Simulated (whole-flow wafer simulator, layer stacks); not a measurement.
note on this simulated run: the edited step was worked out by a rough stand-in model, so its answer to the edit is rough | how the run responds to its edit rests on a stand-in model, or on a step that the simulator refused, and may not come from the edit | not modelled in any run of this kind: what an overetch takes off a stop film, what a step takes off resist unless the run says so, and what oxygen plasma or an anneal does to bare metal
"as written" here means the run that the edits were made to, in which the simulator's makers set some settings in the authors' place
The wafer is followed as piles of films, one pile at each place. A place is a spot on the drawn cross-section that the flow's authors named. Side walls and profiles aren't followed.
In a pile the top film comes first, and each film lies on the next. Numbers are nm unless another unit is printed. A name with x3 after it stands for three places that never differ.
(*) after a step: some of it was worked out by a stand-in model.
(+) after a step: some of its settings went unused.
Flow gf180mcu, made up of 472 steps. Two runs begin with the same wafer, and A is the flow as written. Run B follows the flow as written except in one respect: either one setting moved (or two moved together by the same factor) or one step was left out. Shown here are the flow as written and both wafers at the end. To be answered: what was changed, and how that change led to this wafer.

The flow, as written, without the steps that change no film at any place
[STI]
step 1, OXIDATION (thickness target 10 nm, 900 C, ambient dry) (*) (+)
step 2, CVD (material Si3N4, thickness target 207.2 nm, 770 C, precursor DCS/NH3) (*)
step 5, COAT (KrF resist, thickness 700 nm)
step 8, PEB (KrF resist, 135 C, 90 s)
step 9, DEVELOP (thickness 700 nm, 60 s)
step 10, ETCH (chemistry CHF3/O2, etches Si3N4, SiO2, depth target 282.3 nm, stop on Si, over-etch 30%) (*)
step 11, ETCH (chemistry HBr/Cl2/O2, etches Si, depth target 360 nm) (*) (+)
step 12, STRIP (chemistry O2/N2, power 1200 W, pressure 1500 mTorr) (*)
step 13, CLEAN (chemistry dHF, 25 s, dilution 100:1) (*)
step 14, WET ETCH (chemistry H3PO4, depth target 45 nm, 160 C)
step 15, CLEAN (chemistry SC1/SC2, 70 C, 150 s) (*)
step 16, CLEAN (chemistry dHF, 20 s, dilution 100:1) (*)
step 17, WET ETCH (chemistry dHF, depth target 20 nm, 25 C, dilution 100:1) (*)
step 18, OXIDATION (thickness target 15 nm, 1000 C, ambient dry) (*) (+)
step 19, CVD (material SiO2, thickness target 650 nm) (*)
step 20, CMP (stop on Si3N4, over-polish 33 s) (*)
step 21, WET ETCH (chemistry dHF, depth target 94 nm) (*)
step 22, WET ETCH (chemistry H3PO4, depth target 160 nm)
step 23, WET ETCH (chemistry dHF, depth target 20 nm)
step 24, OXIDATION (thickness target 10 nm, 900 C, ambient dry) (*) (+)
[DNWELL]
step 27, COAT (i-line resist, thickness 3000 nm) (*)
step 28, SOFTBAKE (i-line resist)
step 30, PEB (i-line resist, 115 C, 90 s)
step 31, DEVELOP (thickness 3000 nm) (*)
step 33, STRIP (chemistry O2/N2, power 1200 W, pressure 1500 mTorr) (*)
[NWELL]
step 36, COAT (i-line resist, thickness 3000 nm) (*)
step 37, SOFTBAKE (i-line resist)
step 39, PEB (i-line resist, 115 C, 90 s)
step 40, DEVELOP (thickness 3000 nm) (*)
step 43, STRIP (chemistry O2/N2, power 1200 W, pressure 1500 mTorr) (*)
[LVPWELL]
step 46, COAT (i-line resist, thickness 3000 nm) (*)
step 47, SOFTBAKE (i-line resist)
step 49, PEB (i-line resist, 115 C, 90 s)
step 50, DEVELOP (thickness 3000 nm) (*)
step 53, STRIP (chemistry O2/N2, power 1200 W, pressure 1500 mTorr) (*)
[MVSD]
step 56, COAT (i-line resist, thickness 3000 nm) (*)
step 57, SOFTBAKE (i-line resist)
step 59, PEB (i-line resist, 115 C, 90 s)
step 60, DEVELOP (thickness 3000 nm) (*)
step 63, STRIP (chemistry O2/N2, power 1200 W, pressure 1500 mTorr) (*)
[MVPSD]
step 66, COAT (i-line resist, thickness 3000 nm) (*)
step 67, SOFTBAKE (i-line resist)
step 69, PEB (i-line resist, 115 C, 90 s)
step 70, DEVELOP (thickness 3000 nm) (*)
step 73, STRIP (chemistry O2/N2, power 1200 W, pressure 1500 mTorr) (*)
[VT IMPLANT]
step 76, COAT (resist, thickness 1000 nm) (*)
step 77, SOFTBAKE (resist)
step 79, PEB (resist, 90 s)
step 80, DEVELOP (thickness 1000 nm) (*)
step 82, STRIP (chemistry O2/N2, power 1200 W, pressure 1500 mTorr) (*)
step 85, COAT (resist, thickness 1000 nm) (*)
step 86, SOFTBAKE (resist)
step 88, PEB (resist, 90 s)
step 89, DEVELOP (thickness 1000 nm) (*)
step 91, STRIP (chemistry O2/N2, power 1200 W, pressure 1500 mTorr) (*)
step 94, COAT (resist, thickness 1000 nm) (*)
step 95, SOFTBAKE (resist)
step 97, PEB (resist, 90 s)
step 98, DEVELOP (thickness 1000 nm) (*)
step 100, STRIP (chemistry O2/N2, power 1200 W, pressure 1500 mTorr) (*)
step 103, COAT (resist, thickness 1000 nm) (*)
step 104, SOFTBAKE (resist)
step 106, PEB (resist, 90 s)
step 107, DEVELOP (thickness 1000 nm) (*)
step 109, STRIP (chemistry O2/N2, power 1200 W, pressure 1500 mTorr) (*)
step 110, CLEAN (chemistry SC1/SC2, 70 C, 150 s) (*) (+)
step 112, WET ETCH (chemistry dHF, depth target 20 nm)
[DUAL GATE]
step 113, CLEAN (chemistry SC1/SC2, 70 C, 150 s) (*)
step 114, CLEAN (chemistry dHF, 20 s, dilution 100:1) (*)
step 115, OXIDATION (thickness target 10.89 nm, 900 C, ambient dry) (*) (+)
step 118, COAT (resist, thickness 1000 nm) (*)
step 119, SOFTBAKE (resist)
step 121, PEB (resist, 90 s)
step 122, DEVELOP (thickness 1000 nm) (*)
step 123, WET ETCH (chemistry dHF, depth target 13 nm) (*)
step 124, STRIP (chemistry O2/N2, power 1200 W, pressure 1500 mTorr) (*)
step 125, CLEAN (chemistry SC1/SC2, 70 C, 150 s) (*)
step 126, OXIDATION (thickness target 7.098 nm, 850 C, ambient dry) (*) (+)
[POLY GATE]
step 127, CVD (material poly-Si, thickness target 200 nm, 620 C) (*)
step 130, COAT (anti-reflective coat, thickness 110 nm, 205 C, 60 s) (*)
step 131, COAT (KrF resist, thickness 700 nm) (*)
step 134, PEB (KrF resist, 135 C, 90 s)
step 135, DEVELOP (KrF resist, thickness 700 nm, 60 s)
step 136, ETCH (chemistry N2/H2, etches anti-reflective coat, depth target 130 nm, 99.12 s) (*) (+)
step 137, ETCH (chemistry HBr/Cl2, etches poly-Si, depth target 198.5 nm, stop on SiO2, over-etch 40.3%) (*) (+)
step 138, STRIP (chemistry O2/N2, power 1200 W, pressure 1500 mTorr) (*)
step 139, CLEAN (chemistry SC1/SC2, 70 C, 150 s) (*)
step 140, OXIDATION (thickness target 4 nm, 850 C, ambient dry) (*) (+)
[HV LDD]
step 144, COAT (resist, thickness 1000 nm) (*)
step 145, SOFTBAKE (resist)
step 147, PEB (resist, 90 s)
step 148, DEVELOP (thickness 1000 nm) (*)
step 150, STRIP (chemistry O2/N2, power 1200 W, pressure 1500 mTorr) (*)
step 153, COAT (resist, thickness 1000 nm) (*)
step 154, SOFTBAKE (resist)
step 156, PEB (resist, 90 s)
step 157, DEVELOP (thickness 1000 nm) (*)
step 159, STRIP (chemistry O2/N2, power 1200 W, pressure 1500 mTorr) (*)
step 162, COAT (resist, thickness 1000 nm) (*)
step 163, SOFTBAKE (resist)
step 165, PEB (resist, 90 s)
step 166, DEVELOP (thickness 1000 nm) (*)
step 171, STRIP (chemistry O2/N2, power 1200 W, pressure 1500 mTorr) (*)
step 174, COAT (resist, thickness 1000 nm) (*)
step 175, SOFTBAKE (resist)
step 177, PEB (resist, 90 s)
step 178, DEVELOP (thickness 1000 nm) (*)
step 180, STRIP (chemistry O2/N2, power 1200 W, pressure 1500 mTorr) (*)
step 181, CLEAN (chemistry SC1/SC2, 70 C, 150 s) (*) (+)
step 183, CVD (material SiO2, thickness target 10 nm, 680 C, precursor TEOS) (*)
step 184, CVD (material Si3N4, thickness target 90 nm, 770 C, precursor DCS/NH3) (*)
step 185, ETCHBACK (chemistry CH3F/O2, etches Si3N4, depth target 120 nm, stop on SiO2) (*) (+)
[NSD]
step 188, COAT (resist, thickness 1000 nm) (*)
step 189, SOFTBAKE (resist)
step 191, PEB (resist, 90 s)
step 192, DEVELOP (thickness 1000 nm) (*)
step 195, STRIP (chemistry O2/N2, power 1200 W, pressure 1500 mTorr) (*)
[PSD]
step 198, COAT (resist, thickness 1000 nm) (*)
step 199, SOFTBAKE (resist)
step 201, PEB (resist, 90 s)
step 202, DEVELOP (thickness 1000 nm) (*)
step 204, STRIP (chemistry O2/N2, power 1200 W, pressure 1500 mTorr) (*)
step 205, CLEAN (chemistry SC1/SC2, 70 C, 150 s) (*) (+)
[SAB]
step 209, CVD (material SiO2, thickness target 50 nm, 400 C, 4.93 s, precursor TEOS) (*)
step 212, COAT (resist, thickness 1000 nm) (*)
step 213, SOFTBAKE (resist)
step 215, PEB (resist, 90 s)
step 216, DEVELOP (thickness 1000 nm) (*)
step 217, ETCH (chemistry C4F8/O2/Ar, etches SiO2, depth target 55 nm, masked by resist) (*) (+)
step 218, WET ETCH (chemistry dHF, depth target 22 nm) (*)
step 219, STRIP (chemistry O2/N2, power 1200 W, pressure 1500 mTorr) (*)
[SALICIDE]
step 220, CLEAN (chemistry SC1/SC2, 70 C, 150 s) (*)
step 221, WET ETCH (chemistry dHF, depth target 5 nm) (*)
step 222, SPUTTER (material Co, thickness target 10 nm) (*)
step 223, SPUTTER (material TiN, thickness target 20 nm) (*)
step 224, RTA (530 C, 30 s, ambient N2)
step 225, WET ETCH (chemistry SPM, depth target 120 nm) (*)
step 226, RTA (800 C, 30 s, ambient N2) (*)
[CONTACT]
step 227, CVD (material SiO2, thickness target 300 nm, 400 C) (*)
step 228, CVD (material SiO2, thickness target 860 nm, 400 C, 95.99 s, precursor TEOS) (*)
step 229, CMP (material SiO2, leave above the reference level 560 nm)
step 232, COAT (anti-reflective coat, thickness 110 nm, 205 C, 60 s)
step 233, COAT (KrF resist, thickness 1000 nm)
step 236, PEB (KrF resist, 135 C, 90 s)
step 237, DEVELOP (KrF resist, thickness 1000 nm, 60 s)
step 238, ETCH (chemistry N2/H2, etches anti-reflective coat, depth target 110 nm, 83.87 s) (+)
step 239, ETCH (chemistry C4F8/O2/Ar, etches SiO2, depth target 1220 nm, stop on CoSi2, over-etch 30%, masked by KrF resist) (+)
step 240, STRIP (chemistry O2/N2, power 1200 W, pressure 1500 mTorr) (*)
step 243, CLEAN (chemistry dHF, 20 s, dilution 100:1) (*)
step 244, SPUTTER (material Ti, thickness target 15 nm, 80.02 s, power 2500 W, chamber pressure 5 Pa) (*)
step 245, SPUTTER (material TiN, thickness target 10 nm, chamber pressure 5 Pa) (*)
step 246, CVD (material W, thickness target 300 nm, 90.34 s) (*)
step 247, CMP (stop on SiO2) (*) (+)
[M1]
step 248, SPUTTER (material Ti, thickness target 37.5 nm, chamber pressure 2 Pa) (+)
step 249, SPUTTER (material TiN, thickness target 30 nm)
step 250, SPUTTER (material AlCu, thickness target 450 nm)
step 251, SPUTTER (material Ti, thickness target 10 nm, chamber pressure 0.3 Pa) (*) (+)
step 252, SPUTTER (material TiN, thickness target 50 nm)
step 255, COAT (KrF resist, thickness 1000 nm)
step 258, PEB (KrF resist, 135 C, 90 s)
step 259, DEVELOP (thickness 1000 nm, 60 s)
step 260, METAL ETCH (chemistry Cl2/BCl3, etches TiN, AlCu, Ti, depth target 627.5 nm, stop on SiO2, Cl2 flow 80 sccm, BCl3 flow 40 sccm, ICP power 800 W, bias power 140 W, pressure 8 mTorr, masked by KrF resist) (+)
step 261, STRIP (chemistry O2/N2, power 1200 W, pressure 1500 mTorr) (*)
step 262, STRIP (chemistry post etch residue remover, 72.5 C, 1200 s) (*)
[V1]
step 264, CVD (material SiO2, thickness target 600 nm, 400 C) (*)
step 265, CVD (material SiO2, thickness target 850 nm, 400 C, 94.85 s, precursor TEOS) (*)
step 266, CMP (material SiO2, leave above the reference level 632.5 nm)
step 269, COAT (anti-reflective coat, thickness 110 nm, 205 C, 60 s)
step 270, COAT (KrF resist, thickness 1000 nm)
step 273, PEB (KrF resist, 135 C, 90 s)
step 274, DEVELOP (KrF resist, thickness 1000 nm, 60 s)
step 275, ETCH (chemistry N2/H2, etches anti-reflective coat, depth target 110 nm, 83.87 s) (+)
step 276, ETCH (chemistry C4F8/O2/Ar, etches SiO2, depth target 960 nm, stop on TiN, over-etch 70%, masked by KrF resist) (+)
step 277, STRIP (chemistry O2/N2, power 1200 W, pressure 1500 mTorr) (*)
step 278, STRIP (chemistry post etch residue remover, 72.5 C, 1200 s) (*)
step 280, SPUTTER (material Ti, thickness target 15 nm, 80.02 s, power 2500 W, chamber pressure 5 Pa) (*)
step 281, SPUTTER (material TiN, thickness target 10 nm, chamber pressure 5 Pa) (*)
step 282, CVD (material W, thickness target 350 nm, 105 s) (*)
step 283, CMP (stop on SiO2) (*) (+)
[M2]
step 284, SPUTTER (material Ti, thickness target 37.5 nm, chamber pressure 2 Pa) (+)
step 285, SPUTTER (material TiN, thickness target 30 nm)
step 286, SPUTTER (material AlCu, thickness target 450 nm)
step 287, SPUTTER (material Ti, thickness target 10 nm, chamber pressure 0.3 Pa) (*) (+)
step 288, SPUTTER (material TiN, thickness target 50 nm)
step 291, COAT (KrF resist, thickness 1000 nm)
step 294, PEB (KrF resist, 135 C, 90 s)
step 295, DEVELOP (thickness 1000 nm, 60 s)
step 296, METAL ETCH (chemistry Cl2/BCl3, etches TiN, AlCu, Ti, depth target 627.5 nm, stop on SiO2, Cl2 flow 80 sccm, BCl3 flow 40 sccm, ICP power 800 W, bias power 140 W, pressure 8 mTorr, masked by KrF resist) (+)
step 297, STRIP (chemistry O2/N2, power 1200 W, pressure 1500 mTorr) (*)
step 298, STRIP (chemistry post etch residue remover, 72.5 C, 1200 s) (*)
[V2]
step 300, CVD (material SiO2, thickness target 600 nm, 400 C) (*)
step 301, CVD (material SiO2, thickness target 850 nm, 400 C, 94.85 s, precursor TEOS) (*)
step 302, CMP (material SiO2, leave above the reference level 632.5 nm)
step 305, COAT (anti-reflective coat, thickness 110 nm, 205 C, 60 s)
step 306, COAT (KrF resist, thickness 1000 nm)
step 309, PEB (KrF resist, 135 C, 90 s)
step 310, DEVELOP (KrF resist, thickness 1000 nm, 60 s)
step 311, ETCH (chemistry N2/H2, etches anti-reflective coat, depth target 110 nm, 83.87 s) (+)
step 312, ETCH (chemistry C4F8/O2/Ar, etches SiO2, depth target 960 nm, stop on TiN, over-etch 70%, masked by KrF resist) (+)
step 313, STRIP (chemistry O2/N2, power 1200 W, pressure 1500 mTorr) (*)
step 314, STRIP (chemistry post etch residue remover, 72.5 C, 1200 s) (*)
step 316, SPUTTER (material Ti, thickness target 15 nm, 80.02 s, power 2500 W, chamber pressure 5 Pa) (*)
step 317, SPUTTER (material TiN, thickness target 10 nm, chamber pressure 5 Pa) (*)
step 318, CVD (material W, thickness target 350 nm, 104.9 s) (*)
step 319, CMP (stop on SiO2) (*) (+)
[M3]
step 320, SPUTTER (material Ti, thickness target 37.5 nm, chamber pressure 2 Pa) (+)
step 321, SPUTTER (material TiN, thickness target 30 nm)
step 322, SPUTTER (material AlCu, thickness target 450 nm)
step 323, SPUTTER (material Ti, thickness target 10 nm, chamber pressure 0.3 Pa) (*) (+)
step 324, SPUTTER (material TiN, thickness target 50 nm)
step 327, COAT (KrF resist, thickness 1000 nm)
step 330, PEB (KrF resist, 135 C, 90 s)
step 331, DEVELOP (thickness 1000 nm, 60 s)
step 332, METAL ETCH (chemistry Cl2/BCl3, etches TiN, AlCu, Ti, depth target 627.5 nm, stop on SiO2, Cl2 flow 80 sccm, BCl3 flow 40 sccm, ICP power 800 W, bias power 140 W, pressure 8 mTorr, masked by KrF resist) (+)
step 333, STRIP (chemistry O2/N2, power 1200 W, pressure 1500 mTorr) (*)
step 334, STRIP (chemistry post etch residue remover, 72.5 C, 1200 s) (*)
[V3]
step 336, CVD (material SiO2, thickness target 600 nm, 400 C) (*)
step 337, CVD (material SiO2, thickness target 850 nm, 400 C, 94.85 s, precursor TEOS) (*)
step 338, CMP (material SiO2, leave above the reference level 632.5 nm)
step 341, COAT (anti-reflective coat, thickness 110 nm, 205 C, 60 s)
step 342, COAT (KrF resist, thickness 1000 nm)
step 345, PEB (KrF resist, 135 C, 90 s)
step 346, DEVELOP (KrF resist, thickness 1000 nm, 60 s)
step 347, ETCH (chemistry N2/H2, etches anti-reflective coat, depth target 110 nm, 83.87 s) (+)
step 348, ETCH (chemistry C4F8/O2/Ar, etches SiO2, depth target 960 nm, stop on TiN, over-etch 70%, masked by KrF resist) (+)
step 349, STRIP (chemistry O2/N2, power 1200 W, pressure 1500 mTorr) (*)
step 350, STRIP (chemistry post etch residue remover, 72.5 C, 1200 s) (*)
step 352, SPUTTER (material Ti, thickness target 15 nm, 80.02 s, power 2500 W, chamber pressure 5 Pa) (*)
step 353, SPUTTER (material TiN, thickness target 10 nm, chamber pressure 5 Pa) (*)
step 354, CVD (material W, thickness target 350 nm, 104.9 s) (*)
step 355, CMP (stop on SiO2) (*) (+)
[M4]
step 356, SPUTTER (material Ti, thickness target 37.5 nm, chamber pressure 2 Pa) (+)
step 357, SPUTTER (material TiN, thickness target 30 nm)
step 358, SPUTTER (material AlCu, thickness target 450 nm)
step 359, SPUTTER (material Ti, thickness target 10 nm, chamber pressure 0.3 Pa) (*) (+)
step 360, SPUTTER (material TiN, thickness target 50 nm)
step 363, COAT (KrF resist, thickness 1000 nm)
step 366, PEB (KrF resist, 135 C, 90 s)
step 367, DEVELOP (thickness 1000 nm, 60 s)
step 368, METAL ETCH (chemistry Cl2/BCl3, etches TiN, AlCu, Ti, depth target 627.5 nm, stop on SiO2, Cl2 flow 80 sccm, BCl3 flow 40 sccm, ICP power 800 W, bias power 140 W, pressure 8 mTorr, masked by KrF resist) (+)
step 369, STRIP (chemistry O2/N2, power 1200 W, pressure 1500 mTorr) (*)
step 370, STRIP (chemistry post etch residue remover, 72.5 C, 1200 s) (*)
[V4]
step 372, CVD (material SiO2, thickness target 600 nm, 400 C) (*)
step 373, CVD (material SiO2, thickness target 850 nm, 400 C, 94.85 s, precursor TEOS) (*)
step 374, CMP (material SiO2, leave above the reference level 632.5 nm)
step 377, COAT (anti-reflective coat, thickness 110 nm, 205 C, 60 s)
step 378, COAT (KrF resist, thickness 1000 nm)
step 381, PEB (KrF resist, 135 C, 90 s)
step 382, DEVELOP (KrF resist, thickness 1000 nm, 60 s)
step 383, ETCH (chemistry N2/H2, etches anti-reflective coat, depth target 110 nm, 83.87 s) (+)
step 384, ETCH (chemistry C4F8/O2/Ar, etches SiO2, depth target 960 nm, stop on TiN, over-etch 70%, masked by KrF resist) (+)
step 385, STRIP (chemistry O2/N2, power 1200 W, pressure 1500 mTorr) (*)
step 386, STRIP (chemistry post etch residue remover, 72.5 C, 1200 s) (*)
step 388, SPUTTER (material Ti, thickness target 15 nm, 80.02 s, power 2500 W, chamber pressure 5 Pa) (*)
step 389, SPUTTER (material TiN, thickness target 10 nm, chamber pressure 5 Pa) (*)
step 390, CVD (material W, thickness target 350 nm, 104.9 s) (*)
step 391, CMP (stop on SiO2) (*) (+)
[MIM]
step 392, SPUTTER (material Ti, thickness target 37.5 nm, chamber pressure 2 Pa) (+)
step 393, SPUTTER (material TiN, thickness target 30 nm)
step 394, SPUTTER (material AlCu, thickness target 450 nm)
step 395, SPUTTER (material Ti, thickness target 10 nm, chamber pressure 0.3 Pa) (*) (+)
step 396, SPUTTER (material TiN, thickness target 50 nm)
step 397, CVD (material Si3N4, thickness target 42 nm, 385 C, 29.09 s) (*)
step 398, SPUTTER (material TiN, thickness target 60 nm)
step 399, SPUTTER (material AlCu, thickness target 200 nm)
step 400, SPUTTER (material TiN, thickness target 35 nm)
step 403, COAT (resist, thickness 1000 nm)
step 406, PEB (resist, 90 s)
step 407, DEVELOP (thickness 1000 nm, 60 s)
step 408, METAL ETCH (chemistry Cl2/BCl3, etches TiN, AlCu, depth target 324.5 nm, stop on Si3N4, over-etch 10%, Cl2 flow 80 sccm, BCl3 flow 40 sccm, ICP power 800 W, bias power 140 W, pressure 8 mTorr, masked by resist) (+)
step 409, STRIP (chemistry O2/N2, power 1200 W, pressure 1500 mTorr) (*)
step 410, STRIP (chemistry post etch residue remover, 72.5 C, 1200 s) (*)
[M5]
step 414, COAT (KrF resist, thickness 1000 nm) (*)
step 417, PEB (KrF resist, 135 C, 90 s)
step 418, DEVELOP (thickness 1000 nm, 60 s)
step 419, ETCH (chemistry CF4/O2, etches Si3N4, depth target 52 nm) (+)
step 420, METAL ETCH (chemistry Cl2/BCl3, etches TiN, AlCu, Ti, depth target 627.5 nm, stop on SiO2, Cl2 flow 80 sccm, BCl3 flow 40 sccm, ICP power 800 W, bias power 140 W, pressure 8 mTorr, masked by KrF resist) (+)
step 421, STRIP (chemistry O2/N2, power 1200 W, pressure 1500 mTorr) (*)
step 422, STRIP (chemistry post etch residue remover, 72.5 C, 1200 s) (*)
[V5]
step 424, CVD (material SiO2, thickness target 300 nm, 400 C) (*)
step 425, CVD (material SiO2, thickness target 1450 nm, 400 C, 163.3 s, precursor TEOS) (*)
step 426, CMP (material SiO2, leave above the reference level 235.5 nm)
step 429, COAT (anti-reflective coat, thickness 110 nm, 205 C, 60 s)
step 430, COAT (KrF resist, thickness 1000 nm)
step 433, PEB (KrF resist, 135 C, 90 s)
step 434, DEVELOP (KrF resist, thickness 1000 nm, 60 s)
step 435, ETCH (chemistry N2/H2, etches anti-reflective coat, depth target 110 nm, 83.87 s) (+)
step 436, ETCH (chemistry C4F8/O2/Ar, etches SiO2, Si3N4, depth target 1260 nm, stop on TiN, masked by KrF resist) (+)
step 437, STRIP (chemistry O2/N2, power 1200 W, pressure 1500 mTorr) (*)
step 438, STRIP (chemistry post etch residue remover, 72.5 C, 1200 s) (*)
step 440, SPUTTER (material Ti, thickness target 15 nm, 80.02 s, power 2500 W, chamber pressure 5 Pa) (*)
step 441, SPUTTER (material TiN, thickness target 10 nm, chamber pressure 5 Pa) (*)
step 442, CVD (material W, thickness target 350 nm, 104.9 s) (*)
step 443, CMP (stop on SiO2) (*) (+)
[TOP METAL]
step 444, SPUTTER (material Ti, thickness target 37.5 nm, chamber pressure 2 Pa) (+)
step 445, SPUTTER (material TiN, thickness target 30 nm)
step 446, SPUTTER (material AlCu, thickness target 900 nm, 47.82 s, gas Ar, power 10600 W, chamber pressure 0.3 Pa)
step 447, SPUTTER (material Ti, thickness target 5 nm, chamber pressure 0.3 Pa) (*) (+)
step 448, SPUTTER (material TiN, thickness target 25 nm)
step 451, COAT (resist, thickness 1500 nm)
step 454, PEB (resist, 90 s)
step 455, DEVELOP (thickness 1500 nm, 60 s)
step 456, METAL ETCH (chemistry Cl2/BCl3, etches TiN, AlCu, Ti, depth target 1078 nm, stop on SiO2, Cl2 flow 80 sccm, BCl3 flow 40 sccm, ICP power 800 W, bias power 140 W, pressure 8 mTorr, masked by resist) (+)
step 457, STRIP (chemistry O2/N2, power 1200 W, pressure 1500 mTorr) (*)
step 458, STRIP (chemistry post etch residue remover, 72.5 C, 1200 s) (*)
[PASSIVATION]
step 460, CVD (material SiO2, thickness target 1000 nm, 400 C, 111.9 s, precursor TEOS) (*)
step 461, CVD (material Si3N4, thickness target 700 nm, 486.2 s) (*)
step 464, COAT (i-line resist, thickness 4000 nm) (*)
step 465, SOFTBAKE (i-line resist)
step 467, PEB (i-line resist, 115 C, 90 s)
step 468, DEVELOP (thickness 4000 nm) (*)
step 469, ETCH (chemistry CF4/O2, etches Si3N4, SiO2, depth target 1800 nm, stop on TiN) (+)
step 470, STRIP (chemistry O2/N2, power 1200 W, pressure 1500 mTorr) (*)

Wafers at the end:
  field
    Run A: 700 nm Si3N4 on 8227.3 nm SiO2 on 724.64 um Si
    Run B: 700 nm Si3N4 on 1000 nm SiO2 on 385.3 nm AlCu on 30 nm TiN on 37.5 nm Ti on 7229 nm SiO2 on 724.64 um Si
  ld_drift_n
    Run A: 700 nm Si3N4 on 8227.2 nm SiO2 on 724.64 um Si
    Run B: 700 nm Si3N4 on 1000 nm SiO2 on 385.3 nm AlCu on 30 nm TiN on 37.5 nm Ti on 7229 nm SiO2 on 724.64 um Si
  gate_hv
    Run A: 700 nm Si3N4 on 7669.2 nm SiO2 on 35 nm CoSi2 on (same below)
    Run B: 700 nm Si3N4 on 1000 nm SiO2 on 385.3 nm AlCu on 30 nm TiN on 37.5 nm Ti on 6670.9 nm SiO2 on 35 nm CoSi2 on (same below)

What caused this: step 442, CVD: thickness target 175 nm was run, though the flow has thickness target 350 nm; step 456, METAL ETCH: depth target 539 nm was run, where the flow has depth target 1078 nm.

Step by step, how the change led to this:
  step 442, CVD (material W, thickness target 350 nm, 104.9 s) (*)
      field, field__w1, field__w2 and 108 more: A +350 W (new film) | B +175 W (new film)
      contact: A +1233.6 W (new film) | B +1058.6 W (new film)
  step 443, CMP (stop on SiO2) (*) (+)
      field, field__w1, field__w2 and 108 more: A -350 W (all of it), -10 TiN (all of it), -15 Ti (all of it), -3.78 SiO2 | B -175 W (all of it), -10 TiN (all of it), -15 Ti (all of it), -2.02 SiO2
      contact: A -378.8 W | B -202 W
  step 456, METAL ETCH (chemistry Cl2/BCl3, etches TiN, AlCu, Ti, depth target 1078 nm, stop on SiO2, Cl2 flow 80 sccm, BCl3 flow 40 sccm, ICP power 800 W, bias power 140 W, pressure 8 mTorr, masked by resist) (+)
      field, field__w1, field__w2 and 103 more: A -25 TiN (all of it), -5 Ti (all of it), -900 AlCu (all of it), -30 TiN (all of it), -37.5 Ti (all of it) | B -25 TiN (all of it), -5 Ti (all of it), -509 AlCu
      field__w8, contact, m1, m1__w1, pad, m1_nw: A -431 resist | B -215.6 resist
  step 457, STRIP (chemistry O2/N2, power 1200 W, pressure 1500 mTorr) (*)
      field__w8, contact, m1, m1__w1, pad, m1_nw: A -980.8 resist (all of it) | B -1196.2 resist (all of it)
  step 458, STRIP (chemistry post etch residue remover, 72.5 C, 1200 s) (*)
      field, field__w1, field__w2 and 103 more: A nothing | B -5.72 AlCu
  step 460, CVD (material SiO2, thickness target 1000 nm, 400 C, 111.9 s, precursor TEOS) (*)
      field, field__w1, field__w2 and 103 more: A +1000 SiO2 | B +1000 SiO2 (new film)
  step 464, COAT (i-line resist, thickness 4000 nm) (*)
      field: A +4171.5 i-line resist (new film) | B +4079.8 i-line resist (new film)
      field__w8: A +3093.1 i-line resist (new film) | B +3498.2 i-line resist (new film)
      (and at 7 other places as well)
  step 465, SOFTBAKE (i-line resist)
      active: A +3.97 i-line resist | B nothing
      field__w5, field__w9: A +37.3 i-line resist | B +16.9 i-line resist
      (and at 66 other places as well)
  step 467, PEB (i-line resist, 115 C, 90 s)
      field__w8, m1__w1: A -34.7 i-line resist | B -42 i-line resist
      contact, m1: A -35.1 i-line resist | B -42.2 i-line resist
      (and at 2 other places as well)
  step 468, DEVELOP (thickness 4000 nm) (*)
      pad: A -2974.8 i-line resist (all of it) | B -3417 i-line resist (all of it)
  step 470, STRIP (chemistry O2/N2, power 1200 W, pressure 1500 mTorr) (*)
      field__w8, m1__w1: A -1787.7 i-line resist (all of it) | B -2224.1 i-line resist (all of it)
      contact: A -1811.2 i-line resist (all of it) | B -2234.1 i-line resist (all of it)
      (and at 2 other places as well)
If metal films that touch count as one body, field has 1 body; the flow as written gives 0 bodies.
If metal films that touch count as one body, ld_drift_n has 1 body; the flow as written gives 0 bodies.
If metal films that touch count as one body, gate_hv has 2 bodies (between them, from the top down: SiO2 6670.9); the flow as written gives 1 body.
